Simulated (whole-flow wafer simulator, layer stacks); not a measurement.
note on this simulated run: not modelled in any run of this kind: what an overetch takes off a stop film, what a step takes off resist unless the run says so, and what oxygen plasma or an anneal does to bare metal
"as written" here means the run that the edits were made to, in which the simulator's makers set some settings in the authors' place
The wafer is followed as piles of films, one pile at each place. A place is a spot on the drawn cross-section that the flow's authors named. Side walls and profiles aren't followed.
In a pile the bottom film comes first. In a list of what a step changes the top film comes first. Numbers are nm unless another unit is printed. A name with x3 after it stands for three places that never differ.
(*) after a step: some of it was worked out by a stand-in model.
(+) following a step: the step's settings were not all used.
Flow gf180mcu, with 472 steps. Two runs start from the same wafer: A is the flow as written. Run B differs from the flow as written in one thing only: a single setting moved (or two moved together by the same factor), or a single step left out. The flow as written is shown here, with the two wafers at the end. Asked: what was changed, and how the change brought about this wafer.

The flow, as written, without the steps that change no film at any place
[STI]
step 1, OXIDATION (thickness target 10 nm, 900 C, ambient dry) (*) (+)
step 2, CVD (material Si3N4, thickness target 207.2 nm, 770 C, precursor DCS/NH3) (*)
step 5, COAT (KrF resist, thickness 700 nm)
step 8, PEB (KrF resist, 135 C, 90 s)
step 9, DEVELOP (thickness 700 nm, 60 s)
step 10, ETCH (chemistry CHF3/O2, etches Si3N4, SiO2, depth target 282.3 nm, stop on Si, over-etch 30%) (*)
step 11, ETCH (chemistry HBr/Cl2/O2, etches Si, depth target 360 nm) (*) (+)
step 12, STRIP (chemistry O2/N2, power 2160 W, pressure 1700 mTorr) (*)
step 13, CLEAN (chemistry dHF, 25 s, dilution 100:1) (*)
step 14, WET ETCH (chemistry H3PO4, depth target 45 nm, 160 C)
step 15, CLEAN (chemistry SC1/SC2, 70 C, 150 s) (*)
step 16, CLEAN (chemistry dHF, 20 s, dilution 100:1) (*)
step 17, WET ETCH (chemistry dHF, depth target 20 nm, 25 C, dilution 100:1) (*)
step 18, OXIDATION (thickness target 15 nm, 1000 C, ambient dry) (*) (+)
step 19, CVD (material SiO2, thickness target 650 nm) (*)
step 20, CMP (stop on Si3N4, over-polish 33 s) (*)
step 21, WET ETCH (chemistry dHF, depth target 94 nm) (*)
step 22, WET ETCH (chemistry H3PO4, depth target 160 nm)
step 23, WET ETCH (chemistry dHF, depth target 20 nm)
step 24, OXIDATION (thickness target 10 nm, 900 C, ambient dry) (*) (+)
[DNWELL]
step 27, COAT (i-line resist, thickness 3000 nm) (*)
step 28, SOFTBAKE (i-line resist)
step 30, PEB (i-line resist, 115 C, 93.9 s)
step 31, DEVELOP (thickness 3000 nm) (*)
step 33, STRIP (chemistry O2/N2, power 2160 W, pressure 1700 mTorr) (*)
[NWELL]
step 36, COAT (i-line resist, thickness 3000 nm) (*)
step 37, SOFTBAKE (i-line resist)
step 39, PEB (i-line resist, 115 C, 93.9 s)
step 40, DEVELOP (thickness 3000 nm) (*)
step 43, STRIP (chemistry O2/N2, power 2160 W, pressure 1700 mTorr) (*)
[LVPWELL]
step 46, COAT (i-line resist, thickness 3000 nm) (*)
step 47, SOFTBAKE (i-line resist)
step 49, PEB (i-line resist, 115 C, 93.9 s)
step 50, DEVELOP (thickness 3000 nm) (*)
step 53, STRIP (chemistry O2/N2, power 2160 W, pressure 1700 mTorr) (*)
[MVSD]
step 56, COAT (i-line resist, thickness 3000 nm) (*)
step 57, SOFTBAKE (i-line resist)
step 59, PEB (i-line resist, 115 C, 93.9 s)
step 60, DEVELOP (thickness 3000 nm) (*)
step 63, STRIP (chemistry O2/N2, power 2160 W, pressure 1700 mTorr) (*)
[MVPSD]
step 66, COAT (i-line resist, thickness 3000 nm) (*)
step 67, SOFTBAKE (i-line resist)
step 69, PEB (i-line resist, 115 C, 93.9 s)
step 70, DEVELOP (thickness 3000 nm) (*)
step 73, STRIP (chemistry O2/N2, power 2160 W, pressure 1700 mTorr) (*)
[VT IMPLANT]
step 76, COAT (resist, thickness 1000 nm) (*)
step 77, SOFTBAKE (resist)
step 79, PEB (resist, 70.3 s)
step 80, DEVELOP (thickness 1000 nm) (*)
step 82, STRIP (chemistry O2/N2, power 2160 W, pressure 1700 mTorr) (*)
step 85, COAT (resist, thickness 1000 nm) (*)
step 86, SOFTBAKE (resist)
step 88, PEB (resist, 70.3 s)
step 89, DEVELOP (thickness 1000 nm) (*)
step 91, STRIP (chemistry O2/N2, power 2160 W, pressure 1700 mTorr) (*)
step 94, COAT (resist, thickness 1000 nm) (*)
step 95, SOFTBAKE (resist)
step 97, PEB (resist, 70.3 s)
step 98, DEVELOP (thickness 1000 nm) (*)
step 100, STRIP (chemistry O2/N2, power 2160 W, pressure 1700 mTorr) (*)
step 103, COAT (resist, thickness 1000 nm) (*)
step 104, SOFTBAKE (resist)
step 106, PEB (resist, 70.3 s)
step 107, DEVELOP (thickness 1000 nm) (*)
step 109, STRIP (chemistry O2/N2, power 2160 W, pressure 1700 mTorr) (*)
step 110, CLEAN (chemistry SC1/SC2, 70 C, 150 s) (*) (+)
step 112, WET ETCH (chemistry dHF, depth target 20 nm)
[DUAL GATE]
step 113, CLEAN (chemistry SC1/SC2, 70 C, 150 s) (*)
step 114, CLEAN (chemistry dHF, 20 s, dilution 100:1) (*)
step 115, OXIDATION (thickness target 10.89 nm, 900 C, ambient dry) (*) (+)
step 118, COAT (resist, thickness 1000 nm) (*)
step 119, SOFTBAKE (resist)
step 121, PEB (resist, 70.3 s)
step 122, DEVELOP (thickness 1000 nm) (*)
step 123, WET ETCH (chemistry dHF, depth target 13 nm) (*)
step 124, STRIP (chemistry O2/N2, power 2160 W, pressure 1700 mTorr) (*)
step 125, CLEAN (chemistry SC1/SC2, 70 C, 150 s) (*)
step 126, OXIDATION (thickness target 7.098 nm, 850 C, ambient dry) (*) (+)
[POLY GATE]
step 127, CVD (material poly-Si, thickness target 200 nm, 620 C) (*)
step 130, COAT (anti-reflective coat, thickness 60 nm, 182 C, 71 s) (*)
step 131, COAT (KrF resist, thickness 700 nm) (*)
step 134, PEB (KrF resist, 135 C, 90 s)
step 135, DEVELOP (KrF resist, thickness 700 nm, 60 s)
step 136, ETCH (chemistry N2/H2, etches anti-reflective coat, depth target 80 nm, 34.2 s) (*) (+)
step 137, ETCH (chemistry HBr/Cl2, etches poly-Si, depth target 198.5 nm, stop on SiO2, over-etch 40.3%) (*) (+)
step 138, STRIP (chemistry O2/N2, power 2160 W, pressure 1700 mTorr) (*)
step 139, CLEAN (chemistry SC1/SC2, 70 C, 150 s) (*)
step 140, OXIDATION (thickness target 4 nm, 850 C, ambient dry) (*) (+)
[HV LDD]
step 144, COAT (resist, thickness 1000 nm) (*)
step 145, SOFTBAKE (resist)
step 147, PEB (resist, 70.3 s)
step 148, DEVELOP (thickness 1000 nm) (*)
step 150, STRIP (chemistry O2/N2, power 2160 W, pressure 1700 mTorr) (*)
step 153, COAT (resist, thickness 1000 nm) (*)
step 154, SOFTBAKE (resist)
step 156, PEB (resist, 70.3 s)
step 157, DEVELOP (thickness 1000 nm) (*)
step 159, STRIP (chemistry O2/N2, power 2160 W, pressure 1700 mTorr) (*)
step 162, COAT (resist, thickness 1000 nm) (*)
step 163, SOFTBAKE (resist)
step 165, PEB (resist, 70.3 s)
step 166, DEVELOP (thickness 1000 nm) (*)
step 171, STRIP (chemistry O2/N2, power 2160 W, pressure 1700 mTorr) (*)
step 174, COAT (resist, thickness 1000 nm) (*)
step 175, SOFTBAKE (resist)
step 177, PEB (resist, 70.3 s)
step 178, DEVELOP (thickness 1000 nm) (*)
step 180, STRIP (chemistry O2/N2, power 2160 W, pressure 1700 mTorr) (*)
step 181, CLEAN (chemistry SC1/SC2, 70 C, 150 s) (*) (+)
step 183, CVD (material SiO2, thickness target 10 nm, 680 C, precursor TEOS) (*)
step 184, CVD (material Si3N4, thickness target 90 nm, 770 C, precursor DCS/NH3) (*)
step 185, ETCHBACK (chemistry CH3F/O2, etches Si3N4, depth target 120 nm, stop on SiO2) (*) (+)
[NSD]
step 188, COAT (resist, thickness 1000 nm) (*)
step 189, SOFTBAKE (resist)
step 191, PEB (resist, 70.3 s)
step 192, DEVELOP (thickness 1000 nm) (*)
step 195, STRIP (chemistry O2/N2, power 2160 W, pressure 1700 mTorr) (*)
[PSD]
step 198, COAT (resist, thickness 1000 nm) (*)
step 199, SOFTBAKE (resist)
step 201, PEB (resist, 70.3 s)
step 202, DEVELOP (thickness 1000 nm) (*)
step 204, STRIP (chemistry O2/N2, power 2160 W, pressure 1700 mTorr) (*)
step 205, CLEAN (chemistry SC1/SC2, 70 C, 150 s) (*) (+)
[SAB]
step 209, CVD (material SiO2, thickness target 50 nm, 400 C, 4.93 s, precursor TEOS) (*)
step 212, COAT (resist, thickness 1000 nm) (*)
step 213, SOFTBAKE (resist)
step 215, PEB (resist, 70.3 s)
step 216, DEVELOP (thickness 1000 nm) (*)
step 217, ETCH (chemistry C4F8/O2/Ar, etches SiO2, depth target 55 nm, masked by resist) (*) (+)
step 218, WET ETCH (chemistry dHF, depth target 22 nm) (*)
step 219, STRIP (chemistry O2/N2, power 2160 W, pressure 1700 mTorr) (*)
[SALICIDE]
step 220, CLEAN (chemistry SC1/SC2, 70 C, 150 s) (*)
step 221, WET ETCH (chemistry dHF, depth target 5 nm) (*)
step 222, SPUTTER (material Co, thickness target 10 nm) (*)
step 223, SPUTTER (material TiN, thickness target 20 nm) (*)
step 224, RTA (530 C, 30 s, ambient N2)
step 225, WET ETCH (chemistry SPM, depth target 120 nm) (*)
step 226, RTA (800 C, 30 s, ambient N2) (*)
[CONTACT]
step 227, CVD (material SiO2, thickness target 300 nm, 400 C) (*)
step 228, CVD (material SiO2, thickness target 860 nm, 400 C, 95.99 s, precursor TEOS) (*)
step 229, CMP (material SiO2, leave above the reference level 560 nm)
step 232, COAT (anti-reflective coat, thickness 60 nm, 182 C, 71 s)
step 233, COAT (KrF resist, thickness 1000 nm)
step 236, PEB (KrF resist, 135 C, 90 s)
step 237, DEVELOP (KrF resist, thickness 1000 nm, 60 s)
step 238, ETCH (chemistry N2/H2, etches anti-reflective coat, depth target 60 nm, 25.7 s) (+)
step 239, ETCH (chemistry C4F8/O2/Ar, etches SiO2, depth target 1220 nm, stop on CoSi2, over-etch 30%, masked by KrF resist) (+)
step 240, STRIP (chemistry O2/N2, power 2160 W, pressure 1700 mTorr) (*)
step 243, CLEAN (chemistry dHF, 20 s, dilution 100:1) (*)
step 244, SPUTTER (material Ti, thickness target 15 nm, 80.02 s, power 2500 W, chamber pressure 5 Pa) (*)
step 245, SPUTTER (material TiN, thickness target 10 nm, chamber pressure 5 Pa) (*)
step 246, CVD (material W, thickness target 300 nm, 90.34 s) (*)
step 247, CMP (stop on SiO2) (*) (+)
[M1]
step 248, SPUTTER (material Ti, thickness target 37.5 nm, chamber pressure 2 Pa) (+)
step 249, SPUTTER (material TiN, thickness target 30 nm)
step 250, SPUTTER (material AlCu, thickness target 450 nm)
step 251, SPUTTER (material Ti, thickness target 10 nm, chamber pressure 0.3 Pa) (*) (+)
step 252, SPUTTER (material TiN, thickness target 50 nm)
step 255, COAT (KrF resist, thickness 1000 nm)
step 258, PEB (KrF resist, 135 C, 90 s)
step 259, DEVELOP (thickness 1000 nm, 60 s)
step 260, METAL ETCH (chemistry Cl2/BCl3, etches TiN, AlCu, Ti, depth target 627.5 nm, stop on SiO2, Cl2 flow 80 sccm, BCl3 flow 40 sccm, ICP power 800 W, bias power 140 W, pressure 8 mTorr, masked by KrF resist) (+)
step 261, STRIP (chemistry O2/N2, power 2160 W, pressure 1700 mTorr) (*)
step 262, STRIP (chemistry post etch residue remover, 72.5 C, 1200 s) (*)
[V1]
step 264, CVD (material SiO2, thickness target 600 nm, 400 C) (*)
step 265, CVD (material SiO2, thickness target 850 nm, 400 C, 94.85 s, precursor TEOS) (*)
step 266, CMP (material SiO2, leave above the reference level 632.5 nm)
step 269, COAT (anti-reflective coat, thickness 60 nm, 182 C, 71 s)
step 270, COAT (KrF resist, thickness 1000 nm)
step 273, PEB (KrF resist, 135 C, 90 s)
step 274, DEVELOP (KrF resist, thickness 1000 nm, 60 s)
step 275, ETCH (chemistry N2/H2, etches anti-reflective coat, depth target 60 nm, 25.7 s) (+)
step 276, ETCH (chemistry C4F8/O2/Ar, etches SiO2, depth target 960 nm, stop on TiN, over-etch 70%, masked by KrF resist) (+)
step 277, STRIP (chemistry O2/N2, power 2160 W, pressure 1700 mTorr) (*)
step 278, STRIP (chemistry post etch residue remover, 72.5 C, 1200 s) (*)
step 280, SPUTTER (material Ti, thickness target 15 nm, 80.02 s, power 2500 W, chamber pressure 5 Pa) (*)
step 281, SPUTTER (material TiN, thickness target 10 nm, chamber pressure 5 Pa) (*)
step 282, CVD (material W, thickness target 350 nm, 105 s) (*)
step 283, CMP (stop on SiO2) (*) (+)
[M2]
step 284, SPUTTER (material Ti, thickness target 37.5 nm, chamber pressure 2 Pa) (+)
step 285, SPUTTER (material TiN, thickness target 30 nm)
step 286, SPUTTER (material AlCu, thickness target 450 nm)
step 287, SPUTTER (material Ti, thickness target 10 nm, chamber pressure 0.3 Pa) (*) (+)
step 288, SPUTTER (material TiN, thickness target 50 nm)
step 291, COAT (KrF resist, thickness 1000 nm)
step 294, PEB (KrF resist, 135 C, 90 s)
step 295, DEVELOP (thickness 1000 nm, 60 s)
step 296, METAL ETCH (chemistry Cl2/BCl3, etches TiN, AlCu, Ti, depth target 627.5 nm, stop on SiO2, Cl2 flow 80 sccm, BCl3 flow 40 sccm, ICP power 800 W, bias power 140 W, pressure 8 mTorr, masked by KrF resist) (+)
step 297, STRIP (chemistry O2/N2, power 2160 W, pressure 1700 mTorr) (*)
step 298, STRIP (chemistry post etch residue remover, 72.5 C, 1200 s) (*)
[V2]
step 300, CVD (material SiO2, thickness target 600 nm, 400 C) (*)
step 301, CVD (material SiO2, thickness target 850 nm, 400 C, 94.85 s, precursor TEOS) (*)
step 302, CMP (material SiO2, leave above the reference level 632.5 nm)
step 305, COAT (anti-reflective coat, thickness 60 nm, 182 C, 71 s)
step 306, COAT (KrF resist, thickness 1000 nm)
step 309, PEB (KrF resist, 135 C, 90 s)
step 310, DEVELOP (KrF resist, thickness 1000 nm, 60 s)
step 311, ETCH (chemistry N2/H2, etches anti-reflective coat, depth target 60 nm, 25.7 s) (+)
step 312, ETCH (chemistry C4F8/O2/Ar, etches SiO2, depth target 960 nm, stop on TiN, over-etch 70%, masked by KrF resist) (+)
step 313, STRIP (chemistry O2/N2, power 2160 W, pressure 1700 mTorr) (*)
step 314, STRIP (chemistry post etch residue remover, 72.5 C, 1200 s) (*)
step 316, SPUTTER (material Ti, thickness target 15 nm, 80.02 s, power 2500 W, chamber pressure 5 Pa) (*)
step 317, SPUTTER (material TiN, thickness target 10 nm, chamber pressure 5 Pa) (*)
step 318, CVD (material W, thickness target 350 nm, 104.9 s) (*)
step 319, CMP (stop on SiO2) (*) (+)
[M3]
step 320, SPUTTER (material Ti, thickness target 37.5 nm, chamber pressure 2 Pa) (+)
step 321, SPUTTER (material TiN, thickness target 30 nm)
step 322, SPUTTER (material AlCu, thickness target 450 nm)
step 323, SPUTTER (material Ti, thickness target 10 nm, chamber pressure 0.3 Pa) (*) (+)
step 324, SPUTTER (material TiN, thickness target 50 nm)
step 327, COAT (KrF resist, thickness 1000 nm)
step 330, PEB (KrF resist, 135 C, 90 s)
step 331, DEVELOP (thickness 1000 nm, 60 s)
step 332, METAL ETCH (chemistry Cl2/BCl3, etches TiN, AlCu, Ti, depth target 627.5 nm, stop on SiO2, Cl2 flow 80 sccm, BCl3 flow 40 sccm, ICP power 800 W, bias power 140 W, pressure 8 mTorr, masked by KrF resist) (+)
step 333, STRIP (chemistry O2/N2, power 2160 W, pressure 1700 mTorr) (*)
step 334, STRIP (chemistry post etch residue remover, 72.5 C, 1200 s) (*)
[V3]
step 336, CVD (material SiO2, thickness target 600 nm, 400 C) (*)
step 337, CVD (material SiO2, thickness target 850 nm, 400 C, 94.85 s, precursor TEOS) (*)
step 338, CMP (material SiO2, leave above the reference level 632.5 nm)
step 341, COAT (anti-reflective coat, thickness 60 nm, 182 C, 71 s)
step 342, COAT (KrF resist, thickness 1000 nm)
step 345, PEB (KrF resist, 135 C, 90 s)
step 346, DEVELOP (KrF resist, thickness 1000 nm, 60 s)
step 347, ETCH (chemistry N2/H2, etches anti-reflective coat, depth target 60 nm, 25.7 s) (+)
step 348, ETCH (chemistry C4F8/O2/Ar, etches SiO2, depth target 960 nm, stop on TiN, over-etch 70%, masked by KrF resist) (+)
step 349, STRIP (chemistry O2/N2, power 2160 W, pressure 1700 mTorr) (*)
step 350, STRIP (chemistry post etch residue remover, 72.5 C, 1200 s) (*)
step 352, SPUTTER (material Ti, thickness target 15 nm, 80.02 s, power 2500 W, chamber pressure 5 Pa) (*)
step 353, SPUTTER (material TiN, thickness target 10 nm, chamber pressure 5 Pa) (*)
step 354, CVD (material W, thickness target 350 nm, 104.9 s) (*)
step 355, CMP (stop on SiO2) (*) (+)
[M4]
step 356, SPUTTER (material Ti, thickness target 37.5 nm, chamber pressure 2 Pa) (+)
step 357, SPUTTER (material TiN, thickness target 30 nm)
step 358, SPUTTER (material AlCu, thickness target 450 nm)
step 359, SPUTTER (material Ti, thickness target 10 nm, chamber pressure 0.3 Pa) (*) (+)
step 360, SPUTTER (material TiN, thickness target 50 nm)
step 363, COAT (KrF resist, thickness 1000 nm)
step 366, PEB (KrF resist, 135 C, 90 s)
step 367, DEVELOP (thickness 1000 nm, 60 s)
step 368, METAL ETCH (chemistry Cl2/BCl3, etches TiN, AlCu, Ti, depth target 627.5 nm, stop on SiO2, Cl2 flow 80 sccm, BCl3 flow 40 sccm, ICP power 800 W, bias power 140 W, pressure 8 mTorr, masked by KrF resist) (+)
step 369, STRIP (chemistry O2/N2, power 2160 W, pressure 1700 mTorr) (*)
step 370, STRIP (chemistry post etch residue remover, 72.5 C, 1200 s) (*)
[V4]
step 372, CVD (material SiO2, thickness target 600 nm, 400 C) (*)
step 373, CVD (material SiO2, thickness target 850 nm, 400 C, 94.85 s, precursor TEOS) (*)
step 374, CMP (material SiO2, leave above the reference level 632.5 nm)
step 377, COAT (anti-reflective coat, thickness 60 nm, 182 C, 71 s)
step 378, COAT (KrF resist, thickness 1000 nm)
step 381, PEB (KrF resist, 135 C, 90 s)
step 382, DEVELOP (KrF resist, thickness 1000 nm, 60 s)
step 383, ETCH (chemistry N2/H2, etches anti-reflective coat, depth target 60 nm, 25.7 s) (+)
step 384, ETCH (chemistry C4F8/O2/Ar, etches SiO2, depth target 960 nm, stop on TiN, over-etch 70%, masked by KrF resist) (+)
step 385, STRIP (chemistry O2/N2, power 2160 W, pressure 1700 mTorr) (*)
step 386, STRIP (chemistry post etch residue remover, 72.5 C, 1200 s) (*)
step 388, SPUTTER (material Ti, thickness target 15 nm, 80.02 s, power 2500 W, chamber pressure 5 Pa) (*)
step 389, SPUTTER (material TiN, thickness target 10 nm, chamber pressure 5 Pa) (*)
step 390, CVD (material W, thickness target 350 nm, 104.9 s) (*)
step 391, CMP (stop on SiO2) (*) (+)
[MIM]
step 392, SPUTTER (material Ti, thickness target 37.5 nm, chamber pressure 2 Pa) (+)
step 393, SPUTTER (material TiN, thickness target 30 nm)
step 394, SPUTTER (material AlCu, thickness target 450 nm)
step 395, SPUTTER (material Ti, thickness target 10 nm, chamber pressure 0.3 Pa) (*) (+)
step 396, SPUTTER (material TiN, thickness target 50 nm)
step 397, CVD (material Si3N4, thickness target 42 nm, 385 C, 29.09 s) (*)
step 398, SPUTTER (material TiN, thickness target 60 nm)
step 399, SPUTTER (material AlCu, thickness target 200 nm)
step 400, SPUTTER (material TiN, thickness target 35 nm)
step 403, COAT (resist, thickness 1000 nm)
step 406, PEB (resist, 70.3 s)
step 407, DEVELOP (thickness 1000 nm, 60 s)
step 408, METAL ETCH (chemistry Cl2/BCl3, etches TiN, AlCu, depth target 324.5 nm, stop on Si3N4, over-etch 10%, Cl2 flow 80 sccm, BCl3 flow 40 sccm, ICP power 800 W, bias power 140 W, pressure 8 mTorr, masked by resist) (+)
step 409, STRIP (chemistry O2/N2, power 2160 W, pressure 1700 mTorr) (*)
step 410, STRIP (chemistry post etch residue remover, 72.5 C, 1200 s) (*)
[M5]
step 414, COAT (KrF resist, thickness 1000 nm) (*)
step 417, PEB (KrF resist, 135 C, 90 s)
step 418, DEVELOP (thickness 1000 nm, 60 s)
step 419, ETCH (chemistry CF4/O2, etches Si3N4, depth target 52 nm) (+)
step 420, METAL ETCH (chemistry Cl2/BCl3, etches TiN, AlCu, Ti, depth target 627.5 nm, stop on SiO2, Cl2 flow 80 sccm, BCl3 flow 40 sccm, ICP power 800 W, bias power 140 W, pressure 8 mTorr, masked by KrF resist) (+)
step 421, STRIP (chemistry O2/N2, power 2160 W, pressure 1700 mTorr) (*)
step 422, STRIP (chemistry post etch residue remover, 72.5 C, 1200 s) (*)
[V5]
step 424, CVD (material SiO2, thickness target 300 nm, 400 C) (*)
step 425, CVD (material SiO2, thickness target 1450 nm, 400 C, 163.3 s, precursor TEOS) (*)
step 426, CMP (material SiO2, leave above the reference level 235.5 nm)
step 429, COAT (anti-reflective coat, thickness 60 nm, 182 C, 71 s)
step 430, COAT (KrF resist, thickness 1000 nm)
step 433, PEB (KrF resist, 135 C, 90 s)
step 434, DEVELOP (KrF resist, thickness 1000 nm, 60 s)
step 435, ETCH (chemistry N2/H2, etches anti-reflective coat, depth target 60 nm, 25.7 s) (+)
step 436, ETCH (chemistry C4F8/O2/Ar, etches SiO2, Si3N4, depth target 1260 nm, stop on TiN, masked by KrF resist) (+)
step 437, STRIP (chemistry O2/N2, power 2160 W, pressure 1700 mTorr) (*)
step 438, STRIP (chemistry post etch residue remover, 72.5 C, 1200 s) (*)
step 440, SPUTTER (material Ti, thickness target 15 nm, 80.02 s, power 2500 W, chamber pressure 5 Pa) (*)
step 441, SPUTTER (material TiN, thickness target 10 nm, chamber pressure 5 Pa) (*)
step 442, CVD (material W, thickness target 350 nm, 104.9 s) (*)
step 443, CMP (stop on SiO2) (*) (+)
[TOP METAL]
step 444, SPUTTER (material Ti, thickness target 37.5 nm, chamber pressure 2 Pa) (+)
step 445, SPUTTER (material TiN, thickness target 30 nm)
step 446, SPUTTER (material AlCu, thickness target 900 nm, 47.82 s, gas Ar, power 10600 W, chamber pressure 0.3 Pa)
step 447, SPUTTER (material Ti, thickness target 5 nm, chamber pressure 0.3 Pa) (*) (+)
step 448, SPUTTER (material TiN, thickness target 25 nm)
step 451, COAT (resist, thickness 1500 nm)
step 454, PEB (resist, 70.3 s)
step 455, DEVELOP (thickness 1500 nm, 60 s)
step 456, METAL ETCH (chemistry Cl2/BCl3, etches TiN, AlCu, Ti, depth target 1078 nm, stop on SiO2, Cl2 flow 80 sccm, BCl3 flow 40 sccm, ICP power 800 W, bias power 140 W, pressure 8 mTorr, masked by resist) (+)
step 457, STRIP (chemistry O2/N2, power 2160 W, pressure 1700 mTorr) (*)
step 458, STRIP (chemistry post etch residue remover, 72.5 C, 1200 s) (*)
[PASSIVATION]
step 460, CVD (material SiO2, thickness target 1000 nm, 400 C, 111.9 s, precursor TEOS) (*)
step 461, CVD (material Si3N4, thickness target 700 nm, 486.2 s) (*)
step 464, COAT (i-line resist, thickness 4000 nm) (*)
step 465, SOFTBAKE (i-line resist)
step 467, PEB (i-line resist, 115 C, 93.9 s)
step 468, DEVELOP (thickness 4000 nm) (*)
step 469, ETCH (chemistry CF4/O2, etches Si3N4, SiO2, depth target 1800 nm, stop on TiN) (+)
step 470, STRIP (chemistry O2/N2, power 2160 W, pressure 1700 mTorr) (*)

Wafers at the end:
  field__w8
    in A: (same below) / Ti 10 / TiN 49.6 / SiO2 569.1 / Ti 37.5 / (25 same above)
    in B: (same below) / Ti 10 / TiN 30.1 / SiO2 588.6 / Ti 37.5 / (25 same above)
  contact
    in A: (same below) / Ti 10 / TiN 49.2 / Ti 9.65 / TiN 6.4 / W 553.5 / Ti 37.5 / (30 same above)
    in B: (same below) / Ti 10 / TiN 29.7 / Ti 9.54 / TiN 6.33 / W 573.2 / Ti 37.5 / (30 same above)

What caused this: step 288, SPUTTER: thickness target 30.5 nm was run, though the flow has thickness target 50 nm.

Step by step, how the change led to this:
  step 288, SPUTTER (material TiN, thickness target 50 nm)
      field, field__w1, field__w2 and 108 more: A TiN gains 50 (new film) | B TiN gains 30.5 (new film)
  step 296, METAL ETCH (chemistry Cl2/BCl3, etches TiN, AlCu, Ti, depth target 627.5 nm, stop on SiO2, Cl2 flow 80 sccm, BCl3 flow 40 sccm, ICP power 800 W, bias power 140 W, pressure 8 mTorr, masked by KrF resist) (+)
      field, field__w1, field__w2 and 103 more: A TiN loses 50 (all of it), Ti loses 10 (all of it), AlCu loses 450 (all of it), TiN loses 30 (all of it), Ti loses 37.5 (all of it) | B TiN loses 30.5 (all of it), Ti loses 10 (all of it), AlCu loses 450 (all of it), TiN loses 30 (all of it), Ti loses 37.5 (all of it)
  step 302, CMP (material SiO2, leave above the reference level 632.5 nm)
      field__w8, contact, m1, m1__w1, m1_nw: A SiO2 loses 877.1 | B SiO2 loses 857.6
  step 312, ETCH (chemistry C4F8/O2/Ar, etches SiO2, depth target 960 nm, stop on TiN, over-etch 70%, masked by KrF resist) (+)
      contact: A SiO2 loses 572.5 (all of it) | B SiO2 loses 592 (all of it)
  step 318, CVD (material W, thickness target 350 nm, 104.9 s) (*)
      contact: A W gains 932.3 (new film) | B W gains 952 (new film)
